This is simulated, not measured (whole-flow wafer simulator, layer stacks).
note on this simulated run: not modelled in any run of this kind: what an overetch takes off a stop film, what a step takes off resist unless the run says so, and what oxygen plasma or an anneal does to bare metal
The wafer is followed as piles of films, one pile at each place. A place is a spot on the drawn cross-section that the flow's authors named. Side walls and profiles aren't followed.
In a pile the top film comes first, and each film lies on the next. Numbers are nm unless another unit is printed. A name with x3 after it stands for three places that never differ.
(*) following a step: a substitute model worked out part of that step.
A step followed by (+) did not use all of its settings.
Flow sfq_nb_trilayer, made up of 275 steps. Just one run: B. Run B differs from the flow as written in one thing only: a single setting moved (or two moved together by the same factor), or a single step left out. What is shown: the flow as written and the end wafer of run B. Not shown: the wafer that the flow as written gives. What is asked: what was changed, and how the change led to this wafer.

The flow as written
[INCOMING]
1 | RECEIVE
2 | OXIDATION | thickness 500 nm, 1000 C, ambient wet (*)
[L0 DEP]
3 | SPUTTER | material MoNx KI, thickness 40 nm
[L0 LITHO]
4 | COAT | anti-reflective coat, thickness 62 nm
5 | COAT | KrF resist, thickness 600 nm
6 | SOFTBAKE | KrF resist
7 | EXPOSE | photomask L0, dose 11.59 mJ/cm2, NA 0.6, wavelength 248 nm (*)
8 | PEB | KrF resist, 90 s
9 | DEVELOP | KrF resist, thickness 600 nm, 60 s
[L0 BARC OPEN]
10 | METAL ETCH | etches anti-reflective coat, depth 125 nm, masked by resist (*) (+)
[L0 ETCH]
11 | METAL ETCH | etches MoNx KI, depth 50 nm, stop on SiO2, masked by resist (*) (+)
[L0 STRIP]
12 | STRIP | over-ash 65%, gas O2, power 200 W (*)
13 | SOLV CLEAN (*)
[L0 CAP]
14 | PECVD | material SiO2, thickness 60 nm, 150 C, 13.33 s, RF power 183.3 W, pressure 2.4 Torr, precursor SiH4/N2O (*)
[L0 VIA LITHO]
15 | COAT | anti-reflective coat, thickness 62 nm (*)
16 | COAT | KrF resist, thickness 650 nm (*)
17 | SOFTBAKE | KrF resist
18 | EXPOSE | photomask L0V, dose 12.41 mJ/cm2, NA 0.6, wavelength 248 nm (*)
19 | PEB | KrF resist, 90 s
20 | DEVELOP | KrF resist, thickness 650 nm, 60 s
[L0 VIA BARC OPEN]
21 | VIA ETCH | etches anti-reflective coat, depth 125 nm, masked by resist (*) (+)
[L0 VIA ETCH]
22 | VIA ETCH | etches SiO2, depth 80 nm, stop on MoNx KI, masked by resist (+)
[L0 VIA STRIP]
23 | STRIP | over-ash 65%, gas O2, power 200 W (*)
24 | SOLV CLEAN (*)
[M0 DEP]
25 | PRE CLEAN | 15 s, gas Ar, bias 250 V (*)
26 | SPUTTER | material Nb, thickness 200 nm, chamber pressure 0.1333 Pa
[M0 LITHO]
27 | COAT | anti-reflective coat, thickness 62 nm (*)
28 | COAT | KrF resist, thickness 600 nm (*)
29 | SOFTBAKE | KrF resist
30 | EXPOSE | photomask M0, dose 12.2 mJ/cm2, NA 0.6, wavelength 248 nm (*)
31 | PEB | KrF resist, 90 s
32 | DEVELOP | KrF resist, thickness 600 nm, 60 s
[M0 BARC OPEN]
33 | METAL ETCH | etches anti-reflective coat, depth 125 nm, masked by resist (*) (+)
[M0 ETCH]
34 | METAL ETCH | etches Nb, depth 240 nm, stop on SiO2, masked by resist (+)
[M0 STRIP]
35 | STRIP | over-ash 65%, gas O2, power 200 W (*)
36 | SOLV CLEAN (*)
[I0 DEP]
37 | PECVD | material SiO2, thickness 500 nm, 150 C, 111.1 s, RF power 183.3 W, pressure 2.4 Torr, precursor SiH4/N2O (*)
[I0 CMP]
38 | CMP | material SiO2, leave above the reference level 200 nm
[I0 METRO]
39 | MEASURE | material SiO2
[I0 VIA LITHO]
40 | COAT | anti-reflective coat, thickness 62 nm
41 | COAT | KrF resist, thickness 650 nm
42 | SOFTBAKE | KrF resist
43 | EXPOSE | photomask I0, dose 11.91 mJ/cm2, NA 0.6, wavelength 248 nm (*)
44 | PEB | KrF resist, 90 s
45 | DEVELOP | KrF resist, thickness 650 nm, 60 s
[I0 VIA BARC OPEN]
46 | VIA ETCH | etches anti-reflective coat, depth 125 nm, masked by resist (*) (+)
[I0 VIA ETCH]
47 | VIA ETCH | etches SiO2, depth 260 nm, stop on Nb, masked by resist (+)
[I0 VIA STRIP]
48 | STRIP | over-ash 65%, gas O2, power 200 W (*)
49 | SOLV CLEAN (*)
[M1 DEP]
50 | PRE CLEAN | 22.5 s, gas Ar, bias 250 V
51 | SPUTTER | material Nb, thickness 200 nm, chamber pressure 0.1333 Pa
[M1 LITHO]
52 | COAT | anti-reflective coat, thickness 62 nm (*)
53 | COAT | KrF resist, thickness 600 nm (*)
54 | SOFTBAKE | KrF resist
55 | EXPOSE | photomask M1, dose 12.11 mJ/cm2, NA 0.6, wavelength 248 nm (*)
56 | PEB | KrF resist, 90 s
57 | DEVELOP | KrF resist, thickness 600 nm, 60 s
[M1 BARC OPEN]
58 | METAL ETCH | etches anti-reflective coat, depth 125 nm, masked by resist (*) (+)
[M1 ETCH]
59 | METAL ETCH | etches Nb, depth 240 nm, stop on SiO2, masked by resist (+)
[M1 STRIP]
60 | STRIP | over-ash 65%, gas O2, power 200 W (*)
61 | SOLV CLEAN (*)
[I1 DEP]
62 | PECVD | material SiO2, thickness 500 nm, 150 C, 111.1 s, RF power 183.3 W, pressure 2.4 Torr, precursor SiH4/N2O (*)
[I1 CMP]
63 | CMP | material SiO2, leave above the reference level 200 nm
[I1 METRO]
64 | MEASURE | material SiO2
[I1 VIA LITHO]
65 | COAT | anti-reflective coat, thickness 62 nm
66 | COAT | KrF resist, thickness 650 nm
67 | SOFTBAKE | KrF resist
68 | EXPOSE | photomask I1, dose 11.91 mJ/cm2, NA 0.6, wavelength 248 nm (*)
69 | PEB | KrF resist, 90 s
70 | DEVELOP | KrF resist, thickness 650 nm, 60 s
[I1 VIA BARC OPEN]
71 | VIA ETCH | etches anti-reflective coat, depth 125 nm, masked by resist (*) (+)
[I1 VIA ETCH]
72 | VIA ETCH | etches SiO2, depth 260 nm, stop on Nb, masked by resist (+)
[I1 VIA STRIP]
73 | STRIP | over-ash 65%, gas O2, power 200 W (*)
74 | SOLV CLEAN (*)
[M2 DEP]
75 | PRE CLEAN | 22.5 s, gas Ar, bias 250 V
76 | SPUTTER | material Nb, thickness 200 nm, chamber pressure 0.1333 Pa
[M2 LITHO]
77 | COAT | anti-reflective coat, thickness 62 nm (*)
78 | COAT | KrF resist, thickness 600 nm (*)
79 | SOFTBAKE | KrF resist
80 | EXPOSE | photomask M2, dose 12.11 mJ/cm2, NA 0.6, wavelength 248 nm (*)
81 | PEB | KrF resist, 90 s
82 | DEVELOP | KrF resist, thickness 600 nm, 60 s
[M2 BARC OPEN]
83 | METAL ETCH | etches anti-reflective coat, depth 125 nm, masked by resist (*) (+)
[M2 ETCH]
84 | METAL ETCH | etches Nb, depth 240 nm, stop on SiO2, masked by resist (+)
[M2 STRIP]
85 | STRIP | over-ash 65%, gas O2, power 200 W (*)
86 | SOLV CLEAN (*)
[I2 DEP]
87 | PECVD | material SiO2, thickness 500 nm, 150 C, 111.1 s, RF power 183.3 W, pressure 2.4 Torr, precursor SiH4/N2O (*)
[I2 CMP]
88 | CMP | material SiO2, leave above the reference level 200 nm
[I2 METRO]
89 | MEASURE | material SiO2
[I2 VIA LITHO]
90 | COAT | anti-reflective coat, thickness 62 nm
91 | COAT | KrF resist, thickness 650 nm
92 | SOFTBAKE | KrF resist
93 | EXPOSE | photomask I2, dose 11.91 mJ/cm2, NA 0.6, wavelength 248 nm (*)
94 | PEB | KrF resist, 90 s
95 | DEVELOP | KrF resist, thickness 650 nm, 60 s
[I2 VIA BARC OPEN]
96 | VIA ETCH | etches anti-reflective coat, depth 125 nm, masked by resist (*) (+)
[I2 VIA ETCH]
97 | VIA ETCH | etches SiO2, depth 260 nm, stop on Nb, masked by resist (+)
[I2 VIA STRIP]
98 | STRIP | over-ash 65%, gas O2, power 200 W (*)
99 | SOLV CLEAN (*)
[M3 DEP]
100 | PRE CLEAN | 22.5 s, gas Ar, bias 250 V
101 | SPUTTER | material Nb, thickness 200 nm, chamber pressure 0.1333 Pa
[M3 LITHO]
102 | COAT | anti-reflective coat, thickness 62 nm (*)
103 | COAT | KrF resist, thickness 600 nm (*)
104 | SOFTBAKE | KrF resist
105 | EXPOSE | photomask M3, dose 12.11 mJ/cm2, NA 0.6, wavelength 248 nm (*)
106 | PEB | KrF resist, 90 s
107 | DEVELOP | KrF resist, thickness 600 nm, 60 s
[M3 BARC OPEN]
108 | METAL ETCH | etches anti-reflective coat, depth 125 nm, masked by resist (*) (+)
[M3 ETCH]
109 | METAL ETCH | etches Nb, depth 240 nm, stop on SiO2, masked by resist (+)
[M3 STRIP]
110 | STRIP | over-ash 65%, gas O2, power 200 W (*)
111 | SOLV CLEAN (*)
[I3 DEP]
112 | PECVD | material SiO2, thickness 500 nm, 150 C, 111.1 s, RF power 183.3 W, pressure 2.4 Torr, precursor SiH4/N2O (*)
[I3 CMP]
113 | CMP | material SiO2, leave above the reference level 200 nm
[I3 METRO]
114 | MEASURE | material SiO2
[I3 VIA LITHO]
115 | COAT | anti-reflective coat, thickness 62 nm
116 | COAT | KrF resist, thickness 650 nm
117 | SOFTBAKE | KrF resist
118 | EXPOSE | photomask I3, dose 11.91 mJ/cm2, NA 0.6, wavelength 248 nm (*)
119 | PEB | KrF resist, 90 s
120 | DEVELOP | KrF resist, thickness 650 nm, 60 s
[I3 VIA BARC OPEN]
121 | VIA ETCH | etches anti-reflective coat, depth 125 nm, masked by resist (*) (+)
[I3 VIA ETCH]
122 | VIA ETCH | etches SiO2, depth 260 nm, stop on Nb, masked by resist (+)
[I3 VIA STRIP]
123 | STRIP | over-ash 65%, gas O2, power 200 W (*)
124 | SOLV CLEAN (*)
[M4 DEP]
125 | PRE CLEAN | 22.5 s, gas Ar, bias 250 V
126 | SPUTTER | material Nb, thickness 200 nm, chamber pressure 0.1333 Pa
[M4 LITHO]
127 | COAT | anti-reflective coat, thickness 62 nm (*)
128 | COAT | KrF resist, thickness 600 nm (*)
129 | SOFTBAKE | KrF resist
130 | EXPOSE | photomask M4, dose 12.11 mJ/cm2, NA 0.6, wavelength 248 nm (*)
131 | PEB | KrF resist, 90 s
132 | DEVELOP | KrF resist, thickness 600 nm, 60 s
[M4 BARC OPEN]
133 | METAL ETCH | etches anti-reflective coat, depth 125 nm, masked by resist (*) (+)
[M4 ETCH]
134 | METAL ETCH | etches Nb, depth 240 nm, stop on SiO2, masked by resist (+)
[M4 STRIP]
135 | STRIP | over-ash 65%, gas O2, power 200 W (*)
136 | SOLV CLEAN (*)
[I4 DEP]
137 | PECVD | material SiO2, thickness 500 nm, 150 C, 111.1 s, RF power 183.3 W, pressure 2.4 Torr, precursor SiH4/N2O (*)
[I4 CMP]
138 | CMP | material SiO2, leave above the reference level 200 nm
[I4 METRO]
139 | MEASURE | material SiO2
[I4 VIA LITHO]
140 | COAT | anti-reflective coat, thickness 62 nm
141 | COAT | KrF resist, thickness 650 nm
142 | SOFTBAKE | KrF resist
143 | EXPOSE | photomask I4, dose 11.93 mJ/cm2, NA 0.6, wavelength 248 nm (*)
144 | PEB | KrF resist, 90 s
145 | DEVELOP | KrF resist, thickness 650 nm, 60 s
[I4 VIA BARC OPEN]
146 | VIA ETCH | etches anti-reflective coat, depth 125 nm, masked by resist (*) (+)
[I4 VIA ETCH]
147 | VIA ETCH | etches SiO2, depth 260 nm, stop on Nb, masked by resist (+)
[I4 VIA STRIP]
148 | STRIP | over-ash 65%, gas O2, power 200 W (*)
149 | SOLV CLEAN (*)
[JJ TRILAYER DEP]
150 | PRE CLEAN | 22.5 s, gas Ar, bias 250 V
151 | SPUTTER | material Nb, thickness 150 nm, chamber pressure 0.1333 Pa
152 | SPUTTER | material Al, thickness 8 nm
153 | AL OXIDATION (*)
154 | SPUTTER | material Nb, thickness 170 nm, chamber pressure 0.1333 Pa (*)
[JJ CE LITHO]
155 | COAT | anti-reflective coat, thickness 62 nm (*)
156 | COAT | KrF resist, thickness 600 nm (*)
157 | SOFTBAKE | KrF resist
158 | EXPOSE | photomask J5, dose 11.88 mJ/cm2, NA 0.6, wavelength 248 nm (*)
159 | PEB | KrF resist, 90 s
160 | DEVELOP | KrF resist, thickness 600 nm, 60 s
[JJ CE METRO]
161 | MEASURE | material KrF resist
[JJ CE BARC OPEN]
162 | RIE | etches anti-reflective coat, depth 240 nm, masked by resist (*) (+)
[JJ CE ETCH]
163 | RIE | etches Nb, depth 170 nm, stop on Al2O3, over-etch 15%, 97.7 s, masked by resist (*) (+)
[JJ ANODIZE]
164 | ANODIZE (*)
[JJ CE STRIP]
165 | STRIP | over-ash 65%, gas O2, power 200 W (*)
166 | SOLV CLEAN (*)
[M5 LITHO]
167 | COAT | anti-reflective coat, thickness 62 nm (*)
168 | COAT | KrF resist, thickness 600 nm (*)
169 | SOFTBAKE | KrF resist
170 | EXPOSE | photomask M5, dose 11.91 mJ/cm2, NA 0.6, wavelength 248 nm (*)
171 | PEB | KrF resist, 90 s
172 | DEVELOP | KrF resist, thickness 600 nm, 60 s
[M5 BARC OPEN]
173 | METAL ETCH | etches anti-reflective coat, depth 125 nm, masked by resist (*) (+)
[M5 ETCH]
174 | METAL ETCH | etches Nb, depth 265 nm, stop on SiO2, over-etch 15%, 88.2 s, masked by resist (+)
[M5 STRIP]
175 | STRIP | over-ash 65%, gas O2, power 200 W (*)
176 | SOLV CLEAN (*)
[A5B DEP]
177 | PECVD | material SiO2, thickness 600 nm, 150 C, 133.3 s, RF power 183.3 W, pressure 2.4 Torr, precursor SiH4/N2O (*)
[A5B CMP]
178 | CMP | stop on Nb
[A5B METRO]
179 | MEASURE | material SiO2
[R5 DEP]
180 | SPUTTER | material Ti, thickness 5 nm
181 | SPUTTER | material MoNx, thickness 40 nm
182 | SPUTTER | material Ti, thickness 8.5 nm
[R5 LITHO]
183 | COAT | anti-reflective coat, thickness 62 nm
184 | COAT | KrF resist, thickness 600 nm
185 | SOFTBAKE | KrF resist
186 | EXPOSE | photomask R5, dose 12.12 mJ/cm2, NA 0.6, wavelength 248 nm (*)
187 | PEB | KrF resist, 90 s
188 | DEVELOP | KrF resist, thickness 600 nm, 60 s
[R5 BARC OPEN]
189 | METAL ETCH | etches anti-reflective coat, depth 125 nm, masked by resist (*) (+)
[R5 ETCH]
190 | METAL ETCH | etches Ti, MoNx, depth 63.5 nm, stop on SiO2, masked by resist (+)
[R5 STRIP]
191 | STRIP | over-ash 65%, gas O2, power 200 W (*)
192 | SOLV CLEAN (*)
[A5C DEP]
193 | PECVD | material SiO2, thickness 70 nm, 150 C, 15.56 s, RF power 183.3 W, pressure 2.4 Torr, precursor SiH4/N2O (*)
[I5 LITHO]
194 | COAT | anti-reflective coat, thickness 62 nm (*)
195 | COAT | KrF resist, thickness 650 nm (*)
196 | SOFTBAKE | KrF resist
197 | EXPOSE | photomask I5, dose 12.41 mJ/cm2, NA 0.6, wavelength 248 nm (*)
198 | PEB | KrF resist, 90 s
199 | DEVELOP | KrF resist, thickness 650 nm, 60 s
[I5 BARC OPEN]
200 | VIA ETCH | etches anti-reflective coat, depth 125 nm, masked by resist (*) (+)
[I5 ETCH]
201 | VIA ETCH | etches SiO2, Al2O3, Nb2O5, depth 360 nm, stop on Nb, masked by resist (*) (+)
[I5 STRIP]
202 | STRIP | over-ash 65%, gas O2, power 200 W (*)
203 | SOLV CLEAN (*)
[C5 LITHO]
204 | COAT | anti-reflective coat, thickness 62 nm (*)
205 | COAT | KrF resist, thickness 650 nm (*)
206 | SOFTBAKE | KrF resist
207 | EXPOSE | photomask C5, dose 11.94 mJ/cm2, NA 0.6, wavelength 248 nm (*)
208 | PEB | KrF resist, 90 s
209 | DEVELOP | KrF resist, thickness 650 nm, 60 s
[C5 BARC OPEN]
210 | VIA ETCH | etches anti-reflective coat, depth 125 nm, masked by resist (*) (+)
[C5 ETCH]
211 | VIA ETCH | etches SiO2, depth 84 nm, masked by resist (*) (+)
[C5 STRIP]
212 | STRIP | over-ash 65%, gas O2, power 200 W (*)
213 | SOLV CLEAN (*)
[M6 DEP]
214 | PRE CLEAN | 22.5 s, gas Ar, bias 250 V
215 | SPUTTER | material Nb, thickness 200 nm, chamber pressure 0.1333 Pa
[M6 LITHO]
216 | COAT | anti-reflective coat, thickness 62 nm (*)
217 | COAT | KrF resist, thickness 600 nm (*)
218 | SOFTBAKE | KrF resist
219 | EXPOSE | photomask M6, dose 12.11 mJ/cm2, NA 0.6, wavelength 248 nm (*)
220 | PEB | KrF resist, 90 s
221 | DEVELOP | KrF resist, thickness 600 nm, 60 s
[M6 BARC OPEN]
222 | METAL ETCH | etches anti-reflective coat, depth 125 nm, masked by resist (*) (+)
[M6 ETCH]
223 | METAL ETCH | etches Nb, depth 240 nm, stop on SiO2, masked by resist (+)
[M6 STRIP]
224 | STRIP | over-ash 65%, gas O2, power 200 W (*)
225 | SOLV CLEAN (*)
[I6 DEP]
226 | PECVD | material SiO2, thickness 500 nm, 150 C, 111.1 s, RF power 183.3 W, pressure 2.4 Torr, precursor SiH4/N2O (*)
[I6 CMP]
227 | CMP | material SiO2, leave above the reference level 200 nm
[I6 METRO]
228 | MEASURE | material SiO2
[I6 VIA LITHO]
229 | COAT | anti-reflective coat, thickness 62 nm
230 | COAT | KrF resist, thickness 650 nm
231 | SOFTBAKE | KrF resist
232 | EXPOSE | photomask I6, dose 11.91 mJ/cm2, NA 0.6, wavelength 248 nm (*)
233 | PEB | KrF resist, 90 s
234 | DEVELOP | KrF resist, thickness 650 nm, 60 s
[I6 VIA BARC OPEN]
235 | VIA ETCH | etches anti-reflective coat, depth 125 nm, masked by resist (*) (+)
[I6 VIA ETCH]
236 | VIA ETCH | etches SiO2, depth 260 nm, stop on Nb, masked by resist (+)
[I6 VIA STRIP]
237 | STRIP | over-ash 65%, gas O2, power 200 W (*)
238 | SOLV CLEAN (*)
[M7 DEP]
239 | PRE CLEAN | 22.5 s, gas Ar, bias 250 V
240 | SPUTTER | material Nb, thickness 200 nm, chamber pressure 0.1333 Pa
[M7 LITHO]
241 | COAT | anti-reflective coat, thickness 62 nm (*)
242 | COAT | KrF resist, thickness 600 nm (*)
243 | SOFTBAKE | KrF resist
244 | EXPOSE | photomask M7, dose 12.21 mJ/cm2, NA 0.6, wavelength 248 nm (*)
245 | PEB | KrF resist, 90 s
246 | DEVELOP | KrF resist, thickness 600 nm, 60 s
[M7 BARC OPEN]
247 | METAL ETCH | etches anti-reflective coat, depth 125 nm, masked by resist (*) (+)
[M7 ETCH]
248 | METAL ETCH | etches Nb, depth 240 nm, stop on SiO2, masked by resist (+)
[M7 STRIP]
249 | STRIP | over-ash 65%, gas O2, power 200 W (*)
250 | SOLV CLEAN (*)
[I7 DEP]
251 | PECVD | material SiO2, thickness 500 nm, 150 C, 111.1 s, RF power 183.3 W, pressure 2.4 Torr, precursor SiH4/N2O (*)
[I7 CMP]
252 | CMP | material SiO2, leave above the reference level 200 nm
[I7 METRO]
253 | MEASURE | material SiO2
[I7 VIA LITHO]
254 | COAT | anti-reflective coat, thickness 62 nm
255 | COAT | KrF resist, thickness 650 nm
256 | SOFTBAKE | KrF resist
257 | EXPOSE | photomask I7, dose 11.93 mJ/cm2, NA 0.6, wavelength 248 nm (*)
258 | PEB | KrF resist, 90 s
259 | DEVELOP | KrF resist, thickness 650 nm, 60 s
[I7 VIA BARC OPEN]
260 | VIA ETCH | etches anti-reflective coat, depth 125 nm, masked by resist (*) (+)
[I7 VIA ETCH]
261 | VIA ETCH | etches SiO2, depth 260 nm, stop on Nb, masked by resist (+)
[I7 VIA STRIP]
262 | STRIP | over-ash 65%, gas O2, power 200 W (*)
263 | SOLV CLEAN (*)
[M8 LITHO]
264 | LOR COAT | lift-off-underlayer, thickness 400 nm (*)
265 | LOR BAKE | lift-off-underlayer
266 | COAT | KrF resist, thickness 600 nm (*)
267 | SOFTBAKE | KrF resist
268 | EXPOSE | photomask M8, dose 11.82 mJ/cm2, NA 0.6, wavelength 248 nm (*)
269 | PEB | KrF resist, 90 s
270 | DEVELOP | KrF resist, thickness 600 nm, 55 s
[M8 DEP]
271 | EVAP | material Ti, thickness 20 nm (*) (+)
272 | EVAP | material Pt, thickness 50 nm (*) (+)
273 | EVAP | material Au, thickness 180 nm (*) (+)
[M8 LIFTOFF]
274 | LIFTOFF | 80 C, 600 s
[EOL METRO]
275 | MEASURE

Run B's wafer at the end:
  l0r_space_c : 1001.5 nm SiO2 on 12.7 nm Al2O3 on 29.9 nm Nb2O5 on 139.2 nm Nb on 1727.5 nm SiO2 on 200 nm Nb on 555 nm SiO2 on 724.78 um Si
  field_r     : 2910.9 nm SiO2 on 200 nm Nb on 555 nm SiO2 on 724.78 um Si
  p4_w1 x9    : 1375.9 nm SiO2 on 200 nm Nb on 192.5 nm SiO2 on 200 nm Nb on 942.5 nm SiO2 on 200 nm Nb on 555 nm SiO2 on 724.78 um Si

The reason: step 38, CMP: leave above the reference level 165 nm was run, though the flow has leave above the reference level 200 nm.

How this came from the change, step by step:
  38 | CMP | material SiO2, leave above the reference level 200 nm
      v_sur, via_wl, via_w and 94 more: SiO2 loses 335 (as written it would have been: SiO2 loses 300)
      field_l, l0_sur, l0r_line_l, l0r_line_c, l0r_line_r: SiO2 loses 375 (as written it would have been: SiO2 loses 340)
      (as well as at 4 more places)
  47 | VIA ETCH | etches SiO2, depth 260 nm, stop on Nb, masked by resist (+)
      field_l, v_sur, via_wl and 102 more: KrF resist loses 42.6 (as written it would have been: KrF resist loses 44.8)
      via_w: SiO2 loses 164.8 (all of it) (as written it would have been: SiO2 loses 199.8 (all of it))
  51 | SPUTTER | material Nb, thickness 200 nm, chamber pressure 0.1333 Pa
      via_w: Nb gains 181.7 (as written it would have been: Nb gains 174.5)
  52 | COAT | anti-reflective coat, thickness 62 nm (*)
      via_w: anti-reflective coat gains 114 (new film) (as written it would have been: anti-reflective coat gains 123.1 (new film))
  53 | COAT | KrF resist, thickness 600 nm (*)
      via_w: KrF resist gains 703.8 (new film) (as written it would have been: KrF resist gains 731.8 (new film))
  60 | STRIP | over-ash 65%, gas O2, power 200 W (*)
      via_w: KrF resist loses 485.9 (all of it), anti-reflective coat loses 114 (all of it) (as written it would have been: KrF resist loses 513.8 (all of it), anti-reflective coat loses 123.1 (all of it))
  62 | PECVD | material SiO2, thickness 500 nm, 150 C, 111.1 s, RF power 183.3 W, pressure 2.4 Torr, precursor SiH4/N2O (*)
      via_w: SiO2 gains 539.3 (new film) (as written it would have been: SiO2 gains 606 (new film))
  63 | CMP | material SiO2, leave above the reference level 200 nm
      via_w: SiO2 loses 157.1 (as written it would have been: SiO2 loses 181.6)
